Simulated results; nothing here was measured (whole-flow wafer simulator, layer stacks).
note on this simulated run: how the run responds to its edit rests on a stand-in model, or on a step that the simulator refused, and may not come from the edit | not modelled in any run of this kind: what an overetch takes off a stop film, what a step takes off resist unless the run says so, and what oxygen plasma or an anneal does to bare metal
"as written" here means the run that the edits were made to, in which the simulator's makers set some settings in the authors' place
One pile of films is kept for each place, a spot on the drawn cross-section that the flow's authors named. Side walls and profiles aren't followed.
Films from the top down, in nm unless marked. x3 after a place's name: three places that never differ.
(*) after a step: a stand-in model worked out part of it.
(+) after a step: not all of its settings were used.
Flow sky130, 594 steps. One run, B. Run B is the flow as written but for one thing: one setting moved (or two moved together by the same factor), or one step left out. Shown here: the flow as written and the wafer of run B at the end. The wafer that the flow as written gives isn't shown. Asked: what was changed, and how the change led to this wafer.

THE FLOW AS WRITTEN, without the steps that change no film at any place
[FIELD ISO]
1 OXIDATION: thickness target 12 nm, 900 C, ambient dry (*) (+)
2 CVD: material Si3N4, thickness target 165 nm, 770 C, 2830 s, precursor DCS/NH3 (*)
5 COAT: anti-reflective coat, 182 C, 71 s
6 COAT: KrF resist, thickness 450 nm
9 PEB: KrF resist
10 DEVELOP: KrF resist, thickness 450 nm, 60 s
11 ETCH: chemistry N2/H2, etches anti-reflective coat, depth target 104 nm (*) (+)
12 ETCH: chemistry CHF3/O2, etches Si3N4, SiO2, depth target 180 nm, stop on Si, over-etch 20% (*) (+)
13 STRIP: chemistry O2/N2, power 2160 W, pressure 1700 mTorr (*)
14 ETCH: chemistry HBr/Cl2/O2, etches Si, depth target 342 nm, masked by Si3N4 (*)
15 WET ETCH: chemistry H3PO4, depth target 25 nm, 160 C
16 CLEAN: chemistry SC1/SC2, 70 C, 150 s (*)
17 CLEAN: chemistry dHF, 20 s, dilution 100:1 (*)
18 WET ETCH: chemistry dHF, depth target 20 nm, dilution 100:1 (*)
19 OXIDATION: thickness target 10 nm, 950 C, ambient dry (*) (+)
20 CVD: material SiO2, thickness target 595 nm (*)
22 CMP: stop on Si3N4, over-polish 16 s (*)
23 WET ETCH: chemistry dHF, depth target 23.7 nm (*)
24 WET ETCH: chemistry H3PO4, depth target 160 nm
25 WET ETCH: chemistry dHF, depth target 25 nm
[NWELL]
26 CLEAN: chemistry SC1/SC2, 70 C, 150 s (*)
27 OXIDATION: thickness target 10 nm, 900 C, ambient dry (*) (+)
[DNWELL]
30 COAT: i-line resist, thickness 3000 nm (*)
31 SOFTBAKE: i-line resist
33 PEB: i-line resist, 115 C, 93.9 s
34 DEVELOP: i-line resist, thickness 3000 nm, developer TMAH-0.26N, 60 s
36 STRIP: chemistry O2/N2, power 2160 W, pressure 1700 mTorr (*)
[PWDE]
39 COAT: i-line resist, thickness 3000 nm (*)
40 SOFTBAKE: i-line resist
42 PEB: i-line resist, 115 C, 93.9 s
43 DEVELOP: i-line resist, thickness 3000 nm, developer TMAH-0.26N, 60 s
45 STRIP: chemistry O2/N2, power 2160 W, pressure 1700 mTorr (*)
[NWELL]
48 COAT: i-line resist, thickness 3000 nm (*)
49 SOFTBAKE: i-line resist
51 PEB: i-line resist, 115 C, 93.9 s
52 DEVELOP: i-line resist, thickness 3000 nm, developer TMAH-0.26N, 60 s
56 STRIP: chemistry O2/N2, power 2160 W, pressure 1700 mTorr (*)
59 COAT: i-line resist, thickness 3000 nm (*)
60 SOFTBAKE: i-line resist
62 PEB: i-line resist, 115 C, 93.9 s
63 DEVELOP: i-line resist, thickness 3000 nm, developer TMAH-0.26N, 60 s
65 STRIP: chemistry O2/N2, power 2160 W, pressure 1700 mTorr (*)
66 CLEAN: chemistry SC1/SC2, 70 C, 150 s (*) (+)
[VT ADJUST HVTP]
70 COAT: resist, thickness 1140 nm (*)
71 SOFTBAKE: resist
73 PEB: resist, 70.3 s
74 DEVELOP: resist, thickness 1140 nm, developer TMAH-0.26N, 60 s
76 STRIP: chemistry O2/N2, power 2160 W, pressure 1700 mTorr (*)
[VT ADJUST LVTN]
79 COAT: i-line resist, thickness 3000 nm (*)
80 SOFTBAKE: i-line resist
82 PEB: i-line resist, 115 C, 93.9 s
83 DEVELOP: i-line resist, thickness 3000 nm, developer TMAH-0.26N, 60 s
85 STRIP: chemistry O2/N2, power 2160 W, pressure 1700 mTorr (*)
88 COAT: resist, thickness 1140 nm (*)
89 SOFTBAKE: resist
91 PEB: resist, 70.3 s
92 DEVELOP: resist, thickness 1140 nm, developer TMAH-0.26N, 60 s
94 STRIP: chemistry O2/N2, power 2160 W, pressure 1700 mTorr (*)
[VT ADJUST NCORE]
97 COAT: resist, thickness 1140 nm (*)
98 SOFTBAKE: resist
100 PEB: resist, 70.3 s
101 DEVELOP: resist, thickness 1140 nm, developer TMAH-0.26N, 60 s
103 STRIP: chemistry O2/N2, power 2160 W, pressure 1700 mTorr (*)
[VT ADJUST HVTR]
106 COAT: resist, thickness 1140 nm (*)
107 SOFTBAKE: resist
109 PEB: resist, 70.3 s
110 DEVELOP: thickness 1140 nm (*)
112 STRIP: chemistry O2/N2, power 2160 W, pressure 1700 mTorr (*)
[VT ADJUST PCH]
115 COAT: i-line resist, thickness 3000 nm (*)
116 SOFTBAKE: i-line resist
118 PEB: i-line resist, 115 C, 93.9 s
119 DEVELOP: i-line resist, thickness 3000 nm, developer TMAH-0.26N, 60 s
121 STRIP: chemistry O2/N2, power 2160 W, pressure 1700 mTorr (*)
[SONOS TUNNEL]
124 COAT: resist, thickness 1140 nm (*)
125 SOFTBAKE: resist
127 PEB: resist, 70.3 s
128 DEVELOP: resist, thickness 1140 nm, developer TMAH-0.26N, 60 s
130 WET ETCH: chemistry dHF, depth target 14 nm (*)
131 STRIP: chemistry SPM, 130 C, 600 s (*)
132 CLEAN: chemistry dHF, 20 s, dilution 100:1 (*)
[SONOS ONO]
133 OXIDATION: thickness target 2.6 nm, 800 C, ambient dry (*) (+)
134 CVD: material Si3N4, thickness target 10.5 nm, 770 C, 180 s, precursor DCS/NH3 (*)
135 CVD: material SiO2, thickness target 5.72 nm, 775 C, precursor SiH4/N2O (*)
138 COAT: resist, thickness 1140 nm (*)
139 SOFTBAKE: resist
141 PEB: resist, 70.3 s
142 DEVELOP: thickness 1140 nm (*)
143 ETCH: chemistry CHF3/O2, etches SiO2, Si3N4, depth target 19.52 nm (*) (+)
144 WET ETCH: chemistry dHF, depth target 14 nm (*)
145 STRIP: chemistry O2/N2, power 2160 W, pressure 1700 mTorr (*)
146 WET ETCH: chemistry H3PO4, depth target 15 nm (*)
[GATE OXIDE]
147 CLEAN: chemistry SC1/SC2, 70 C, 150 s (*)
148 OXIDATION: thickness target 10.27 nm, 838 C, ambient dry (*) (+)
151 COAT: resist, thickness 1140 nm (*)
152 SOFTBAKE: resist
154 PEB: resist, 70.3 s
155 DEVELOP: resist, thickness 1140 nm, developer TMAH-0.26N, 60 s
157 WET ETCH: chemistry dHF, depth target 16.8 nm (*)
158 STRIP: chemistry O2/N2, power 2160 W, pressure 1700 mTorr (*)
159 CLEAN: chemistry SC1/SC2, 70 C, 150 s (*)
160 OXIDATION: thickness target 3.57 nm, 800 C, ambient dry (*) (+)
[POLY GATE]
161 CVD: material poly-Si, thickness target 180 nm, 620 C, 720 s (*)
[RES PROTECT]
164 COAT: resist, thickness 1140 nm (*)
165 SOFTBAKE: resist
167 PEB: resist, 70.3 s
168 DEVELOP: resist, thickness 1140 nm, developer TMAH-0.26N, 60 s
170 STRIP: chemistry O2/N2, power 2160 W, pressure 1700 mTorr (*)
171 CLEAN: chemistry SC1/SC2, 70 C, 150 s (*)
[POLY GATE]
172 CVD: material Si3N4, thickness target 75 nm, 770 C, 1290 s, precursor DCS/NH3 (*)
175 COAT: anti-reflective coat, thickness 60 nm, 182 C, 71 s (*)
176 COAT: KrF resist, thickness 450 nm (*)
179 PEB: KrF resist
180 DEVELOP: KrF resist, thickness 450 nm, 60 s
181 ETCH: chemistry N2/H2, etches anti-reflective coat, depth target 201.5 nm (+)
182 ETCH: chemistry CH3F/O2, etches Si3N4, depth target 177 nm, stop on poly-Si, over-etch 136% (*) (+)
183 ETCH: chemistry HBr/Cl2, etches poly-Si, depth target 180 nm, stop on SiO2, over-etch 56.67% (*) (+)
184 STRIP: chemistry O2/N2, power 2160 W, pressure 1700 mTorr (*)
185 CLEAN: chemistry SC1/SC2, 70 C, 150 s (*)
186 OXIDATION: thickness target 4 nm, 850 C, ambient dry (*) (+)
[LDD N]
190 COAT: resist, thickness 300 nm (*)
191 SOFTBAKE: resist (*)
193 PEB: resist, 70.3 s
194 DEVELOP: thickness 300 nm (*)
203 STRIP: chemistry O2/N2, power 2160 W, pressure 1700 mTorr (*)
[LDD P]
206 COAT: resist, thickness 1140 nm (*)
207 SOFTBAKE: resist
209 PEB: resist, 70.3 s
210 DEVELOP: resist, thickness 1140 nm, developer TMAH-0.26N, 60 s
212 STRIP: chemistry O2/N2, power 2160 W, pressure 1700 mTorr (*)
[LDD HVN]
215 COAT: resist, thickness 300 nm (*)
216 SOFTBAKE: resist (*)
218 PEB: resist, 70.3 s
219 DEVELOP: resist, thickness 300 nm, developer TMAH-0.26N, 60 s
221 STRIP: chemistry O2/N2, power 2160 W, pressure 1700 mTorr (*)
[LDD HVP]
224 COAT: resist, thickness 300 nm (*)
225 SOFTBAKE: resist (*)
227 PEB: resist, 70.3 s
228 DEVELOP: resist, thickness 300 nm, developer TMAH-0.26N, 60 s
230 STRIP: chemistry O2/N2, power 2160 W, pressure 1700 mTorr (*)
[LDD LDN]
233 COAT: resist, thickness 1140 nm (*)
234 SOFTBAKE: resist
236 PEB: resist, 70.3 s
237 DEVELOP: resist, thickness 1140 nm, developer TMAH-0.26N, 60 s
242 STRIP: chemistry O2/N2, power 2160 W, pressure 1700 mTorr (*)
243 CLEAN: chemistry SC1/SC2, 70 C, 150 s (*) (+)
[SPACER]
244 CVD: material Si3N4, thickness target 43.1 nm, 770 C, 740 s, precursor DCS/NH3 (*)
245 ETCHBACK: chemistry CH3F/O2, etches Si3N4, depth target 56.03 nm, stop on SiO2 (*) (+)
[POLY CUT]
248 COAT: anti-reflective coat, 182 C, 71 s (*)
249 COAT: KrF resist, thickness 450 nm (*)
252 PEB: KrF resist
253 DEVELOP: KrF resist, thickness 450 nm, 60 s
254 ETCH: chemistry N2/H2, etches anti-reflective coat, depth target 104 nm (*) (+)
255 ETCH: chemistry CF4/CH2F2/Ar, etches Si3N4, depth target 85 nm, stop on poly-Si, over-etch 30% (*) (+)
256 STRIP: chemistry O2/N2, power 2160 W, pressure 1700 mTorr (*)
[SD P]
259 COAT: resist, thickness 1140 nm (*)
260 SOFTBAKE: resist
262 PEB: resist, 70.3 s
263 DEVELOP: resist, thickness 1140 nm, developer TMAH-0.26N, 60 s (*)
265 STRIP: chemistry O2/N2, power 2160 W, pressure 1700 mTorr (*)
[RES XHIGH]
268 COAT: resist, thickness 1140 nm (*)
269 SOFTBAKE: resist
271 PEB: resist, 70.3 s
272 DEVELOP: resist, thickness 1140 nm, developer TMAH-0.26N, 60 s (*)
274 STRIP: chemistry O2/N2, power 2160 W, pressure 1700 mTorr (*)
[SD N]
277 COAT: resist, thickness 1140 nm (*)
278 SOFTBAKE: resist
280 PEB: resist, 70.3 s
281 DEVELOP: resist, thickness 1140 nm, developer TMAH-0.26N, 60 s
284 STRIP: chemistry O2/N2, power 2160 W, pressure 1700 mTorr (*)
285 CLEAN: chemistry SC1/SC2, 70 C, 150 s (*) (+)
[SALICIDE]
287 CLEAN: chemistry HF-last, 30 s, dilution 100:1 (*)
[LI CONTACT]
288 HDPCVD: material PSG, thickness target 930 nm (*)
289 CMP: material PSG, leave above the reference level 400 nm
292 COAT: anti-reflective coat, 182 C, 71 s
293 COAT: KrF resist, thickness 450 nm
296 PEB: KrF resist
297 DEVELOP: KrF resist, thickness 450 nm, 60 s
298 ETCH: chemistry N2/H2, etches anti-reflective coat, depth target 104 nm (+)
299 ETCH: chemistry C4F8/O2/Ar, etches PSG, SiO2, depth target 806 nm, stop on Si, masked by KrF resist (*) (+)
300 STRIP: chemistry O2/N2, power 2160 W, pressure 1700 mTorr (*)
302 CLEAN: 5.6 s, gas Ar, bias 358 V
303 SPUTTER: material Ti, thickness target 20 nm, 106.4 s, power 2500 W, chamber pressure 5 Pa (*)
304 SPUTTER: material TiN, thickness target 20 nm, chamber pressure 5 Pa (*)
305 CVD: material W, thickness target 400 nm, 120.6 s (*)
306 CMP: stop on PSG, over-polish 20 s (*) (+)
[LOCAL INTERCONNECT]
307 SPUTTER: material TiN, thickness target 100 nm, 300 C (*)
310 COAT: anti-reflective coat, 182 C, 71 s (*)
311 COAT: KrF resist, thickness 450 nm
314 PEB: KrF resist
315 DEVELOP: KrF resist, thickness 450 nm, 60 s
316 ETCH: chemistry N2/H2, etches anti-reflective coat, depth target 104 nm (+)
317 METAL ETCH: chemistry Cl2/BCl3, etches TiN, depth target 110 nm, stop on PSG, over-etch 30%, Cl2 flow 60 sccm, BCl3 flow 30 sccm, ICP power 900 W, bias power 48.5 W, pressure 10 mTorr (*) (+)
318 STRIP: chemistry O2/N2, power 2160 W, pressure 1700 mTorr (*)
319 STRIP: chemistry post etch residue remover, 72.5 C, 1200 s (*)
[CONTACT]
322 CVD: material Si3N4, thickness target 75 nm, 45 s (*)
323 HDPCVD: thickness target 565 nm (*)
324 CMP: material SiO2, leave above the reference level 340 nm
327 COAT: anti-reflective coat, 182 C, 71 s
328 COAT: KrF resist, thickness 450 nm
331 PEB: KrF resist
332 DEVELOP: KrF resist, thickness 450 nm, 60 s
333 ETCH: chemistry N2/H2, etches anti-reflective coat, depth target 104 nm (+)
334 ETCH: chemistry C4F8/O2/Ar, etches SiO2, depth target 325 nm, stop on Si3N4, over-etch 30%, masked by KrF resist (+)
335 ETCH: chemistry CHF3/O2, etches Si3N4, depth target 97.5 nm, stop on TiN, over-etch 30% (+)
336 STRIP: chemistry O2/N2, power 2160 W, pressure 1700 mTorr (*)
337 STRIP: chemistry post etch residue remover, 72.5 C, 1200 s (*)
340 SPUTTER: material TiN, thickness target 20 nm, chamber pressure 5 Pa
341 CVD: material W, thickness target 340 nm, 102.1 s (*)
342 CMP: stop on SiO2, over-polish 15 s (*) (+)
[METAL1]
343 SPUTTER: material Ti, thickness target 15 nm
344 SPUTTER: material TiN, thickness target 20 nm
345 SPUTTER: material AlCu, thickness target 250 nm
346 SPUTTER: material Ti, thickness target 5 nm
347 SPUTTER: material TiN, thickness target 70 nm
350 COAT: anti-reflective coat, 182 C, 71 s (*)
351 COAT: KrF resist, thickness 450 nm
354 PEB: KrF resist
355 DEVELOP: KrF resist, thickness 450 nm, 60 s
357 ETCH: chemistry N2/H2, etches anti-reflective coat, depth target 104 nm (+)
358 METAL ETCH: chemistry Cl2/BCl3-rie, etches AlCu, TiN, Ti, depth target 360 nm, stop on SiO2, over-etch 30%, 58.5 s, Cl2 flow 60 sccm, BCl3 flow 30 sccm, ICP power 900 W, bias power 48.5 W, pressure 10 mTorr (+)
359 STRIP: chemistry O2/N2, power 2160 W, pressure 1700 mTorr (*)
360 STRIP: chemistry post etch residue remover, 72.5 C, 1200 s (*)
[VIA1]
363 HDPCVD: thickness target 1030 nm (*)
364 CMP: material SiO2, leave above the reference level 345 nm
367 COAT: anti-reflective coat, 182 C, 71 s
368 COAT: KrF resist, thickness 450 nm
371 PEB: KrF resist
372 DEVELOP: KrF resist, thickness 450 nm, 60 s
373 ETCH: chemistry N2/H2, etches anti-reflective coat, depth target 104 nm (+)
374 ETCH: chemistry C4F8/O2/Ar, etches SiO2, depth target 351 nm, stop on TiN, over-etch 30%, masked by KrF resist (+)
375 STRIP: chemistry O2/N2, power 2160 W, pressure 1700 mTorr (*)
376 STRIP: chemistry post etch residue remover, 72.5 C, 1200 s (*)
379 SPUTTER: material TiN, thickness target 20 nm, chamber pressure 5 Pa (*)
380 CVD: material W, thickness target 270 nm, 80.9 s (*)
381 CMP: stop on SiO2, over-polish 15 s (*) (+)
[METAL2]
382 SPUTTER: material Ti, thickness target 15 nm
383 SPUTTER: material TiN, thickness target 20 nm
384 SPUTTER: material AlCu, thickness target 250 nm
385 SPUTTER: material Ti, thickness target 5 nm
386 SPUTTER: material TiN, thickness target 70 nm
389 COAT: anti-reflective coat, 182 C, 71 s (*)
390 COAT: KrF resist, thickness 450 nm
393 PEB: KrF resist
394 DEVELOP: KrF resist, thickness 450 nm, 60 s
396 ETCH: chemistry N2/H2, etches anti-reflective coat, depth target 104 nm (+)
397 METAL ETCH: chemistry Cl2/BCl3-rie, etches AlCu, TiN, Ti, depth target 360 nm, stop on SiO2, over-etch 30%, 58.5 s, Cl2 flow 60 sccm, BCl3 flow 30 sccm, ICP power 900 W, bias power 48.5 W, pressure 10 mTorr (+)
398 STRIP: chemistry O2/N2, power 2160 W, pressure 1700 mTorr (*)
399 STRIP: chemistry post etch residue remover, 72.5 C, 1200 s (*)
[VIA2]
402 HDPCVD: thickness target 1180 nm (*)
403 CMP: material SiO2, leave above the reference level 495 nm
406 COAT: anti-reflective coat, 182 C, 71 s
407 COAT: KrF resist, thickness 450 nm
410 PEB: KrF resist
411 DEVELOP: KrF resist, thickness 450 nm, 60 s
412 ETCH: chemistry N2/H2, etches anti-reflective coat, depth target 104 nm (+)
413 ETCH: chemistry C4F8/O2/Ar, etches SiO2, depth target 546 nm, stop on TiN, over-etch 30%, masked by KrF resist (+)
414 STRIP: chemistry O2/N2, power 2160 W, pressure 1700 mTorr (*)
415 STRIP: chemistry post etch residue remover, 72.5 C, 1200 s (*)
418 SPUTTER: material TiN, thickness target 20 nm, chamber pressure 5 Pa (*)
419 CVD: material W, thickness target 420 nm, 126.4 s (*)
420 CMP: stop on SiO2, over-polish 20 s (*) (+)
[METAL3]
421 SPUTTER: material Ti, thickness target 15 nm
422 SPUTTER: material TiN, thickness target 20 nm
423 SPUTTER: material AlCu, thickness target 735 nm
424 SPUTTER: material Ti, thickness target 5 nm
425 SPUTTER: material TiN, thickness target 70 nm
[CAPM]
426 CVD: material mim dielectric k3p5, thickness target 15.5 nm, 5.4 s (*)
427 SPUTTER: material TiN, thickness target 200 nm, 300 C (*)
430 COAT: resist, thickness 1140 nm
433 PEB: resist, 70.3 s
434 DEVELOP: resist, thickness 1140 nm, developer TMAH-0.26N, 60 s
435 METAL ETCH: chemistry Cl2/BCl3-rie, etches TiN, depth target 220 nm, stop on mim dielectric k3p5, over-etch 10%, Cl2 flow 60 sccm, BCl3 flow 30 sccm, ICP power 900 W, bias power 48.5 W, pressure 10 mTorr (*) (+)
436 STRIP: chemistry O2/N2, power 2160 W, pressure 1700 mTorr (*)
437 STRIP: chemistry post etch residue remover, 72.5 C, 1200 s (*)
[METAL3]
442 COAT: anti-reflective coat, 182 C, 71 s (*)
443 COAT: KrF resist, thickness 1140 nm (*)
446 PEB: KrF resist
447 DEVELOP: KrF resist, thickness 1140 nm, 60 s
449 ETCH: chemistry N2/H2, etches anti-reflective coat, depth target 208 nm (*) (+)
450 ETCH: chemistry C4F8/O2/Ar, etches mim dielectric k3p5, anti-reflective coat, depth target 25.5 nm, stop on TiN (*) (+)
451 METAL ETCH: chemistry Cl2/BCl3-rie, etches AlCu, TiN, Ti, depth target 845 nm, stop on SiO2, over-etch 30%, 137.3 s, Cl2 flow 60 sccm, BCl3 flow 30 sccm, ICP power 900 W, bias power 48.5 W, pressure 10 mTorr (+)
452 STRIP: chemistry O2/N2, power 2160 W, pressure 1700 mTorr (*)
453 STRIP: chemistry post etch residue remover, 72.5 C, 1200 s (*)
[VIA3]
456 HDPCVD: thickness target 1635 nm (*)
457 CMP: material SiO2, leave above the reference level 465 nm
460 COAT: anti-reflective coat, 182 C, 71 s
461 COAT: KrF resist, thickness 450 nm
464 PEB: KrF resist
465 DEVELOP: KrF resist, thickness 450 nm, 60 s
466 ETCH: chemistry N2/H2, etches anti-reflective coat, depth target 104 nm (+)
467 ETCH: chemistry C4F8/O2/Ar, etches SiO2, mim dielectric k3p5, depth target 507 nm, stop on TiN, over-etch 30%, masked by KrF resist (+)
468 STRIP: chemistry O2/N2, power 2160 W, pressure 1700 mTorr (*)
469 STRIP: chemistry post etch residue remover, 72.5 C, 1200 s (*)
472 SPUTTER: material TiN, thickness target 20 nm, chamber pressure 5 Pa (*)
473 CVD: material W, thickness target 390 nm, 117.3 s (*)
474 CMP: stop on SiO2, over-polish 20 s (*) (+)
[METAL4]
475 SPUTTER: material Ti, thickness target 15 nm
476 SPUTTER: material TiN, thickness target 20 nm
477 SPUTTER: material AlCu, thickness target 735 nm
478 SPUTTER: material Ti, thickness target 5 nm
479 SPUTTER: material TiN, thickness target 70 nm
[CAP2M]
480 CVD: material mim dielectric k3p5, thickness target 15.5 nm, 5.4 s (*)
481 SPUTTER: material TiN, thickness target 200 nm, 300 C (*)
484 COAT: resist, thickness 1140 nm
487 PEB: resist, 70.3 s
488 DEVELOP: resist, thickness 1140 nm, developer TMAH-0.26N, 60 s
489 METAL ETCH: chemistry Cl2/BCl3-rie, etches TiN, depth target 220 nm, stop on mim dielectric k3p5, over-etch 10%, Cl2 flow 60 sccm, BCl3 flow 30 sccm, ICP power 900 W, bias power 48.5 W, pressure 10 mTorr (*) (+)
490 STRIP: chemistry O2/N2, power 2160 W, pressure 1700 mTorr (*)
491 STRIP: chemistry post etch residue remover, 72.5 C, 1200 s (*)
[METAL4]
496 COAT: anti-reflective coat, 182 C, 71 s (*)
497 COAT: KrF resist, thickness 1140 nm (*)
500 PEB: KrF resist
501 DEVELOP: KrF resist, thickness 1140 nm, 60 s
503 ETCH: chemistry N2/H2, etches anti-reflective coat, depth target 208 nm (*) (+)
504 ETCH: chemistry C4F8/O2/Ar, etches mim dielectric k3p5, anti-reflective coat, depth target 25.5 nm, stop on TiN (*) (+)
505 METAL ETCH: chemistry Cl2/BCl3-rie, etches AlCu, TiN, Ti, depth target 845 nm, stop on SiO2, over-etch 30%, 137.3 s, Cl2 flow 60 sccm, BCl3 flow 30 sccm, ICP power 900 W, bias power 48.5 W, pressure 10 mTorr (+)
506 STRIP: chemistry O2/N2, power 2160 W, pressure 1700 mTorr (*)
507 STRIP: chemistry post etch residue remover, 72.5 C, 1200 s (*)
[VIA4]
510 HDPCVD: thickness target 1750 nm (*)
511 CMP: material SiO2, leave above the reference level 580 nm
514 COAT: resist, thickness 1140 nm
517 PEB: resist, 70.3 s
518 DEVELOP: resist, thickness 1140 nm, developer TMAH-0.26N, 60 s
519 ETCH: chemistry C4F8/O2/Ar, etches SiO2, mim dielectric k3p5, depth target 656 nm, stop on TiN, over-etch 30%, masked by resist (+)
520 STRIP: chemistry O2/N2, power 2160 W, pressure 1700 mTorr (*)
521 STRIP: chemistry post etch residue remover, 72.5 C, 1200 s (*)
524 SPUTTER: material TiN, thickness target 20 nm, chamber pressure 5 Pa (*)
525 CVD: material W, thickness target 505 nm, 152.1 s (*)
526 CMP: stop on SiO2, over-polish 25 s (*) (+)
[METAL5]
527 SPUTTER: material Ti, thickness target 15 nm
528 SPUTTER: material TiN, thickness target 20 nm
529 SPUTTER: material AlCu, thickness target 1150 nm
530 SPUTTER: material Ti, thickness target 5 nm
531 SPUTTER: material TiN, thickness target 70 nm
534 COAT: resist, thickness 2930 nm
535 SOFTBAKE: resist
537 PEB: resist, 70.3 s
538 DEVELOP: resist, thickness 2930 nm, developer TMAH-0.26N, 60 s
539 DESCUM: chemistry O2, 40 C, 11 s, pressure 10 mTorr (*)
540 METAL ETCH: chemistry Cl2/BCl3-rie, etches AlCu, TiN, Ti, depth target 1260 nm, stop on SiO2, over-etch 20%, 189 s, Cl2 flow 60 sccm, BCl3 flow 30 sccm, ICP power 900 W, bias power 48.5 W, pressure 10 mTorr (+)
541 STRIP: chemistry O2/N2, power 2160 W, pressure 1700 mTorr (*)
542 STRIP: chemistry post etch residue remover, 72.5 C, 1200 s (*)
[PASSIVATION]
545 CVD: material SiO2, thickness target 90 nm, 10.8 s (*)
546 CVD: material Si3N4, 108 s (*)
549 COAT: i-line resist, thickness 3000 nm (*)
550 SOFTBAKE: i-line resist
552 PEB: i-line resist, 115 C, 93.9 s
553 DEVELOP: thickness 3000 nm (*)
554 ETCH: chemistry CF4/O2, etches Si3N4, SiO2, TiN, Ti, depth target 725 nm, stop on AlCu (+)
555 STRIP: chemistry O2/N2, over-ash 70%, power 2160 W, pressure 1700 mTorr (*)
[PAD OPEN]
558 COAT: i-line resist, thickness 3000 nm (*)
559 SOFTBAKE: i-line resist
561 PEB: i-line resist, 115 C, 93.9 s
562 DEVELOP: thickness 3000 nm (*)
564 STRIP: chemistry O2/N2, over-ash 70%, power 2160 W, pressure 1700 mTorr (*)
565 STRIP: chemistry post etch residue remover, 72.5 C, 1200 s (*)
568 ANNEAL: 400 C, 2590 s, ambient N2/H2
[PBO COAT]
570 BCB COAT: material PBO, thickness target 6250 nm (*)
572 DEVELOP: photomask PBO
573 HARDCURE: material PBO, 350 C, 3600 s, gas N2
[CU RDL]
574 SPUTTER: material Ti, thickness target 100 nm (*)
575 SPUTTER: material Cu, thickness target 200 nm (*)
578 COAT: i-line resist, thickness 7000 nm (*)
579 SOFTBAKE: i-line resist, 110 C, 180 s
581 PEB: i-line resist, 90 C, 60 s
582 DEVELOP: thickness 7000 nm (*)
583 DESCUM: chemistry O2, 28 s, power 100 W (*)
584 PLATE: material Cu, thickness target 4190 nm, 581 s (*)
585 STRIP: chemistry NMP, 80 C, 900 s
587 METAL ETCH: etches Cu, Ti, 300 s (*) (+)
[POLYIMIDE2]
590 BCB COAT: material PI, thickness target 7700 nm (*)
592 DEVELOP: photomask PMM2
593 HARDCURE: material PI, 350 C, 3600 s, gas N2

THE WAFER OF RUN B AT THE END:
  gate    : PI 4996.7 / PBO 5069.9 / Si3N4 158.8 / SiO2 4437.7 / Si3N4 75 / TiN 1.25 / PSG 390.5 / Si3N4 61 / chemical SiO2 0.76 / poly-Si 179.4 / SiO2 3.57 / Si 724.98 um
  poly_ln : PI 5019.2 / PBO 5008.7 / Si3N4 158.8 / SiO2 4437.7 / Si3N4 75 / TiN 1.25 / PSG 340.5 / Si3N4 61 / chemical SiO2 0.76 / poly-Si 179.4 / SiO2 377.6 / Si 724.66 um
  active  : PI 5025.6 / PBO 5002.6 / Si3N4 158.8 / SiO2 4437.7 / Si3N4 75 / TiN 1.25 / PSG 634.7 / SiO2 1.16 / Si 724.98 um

The cause: step 316, ETCH: depth target 71.8 nm was run, where the flow has depth target 104 nm.

How the change led to this, step by step:
  316 ETCH: chemistry N2/H2, etches anti-reflective coat, depth target 104 nm (+)
      field, active, gate and 87 more: anti-reflective coat -71.8 (as written it would be: anti-reflective coat -80 (all of it), TiN -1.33)
      rpo_hd: anti-reflective coat -71.8 (as written it would be: anti-reflective coat -80 (all of it), TiN -1.34)
      (and at 100 more places)
  317 METAL ETCH: chemistry Cl2/BCl3, etches TiN, depth target 110 nm, stop on PSG, over-etch 30%, Cl2 flow 60 sccm, BCl3 flow 30 sccm, ICP power 900 W, bias power 48.5 W, pressure 10 mTorr (*) (+)
      field, active, gate and 84 more: anti-reflective coat -8.2 (all of it), TiN -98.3 (as written it would be: TiN -98.7 (all of it))
      rpo_hd, rpm_encl, rpm_encl_psd, iso_guard_nsd_tip: anti-reflective coat -8.17 (all of it), TiN -98.4 (as written it would be: TiN -98.7 (all of it))
  318 STRIP: chemistry O2/N2, power 2160 W, pressure 1700 mTorr (*)
      n_well, p_well, gate_hv and 93 more: KrF resist -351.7 (all of it), anti-reflective coat -80 (all of it) (as written it would be: KrF resist -333.8 (all of it), anti-reflective coat -80 (all of it))
      poly_licon, ndiff_licon, ndiff_licon_cpp, rpo_hd_licon: KrF resist -351.8 (all of it), anti-reflective coat -80.5 (all of it) (as written it would be: KrF resist -333.9 (all of it), anti-reflective coat -80.5 (all of it))
Counting metal films that touch as one body, gate has 1 body; the flow as written gives 0 bodies.
Counting metal films that touch as one body, poly_ln has 1 body; the flow as written gives 0 bodies.
Counting metal films that touch as one body, active has 1 body; the flow as written gives 0 bodies.
